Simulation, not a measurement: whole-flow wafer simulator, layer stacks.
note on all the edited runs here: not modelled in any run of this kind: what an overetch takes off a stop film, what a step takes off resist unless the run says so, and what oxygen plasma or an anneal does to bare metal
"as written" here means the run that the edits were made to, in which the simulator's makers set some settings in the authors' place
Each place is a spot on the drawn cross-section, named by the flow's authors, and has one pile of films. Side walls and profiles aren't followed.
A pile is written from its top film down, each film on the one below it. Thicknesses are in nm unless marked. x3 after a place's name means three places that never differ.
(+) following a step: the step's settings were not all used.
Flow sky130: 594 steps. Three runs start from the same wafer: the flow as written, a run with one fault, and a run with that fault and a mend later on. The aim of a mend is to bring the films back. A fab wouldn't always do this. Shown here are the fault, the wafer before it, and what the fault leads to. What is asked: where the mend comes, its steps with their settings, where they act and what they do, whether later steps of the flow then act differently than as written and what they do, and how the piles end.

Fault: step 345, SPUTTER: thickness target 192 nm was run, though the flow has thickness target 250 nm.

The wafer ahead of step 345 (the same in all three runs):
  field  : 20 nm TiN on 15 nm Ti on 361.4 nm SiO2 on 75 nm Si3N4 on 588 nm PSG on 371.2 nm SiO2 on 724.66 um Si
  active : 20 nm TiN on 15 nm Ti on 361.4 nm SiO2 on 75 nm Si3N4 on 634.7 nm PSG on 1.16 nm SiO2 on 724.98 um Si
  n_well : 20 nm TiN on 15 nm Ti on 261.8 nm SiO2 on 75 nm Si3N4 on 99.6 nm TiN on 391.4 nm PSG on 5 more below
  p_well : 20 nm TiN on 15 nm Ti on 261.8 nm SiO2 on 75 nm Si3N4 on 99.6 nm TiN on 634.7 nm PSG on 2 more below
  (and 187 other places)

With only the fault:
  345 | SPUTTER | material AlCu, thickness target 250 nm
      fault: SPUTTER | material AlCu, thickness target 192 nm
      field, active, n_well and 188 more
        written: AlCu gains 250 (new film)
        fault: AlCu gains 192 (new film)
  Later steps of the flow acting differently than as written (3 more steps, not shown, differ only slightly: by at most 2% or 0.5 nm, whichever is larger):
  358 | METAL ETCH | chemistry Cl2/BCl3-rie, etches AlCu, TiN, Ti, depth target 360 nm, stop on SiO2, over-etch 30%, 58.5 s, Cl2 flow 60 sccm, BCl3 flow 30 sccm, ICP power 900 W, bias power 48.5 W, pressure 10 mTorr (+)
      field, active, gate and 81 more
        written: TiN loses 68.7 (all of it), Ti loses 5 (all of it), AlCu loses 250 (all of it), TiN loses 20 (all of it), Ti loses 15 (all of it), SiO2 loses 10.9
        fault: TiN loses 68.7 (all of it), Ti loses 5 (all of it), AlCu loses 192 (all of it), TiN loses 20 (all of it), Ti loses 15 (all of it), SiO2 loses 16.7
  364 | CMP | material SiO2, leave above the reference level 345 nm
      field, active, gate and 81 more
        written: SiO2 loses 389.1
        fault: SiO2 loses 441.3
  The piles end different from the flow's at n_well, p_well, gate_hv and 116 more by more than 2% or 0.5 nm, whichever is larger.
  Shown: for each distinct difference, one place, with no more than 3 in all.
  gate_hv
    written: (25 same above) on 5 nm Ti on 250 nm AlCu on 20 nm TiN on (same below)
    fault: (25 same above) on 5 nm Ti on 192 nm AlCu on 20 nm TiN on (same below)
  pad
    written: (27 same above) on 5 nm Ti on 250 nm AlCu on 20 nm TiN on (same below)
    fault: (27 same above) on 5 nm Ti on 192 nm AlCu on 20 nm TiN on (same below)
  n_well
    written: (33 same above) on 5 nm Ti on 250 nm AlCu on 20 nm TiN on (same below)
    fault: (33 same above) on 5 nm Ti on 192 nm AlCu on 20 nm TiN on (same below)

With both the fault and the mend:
  The mend stands after step 345.
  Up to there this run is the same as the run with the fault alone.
  345a | SPUTTER | material AlCu, thickness target 58 nm (the flow's step 345, run once more with other settings)
      field, active, n_well and 188 more
        AlCu gains 58
  None of the later steps of the flow acts differently than as written at any place that is followed.
  The piles end the same as the flow's at every place that both follow.
